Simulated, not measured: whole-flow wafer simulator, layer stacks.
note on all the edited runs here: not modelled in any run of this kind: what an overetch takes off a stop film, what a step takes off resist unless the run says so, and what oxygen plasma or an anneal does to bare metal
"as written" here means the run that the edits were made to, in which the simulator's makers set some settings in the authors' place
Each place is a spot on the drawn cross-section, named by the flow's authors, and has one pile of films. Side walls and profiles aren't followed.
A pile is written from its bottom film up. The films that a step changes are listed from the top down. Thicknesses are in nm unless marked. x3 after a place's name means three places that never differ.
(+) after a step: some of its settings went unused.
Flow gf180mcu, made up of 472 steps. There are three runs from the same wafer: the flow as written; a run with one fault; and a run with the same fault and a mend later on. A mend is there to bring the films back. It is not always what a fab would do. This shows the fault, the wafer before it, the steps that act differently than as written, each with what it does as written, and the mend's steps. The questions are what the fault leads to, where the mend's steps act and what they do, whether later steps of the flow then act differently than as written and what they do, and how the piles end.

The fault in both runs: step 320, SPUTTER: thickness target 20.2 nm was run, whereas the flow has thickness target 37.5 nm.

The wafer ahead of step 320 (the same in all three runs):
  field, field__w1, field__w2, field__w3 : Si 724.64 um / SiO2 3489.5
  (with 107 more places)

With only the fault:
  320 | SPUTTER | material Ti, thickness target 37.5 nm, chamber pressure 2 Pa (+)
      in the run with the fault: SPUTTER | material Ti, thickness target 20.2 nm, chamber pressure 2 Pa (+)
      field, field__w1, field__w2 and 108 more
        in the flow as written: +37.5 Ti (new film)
        in the run with the fault: +20.2 Ti (new film)
  Later steps of the flow acting differently than as written:
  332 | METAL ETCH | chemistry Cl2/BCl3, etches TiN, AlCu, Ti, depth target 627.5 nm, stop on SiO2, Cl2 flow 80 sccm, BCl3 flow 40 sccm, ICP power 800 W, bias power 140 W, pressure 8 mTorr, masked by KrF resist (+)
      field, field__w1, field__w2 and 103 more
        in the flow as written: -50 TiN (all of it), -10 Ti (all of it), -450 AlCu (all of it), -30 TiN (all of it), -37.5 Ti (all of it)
        in the run with the fault: -50 TiN (all of it), -10 Ti (all of it), -450 AlCu (all of it), -30 TiN (all of it), -20.2 Ti (all of it)
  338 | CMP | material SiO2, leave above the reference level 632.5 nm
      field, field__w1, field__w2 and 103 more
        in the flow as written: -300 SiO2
        in the run with the fault: -317.3 SiO2
  At field__w8, contact, m1, m1__w1, m1_nw, the piles at the end differ from the flow's by more than 2% or 0.5 nm, whichever is larger.
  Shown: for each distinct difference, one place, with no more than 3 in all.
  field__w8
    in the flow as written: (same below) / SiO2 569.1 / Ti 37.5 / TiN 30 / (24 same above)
    in the run with the fault: (same below) / SiO2 569.1 / Ti 20.2 / TiN 30 / (24 same above)
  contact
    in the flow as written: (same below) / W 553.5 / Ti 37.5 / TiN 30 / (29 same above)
    in the run with the fault: (same below) / W 553.5 / Ti 20.2 / TiN 30 / (29 same above)

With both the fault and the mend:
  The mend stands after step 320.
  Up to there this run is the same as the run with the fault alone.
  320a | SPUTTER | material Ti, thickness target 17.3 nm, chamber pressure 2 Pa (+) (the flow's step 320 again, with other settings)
      field, field__w1, field__w2 and 108 more
        +17.3 Ti
  None of the later steps of the flow acts differently than as written at any place that is followed.
  By the end, the piles equal the flow's at every place that both follow.
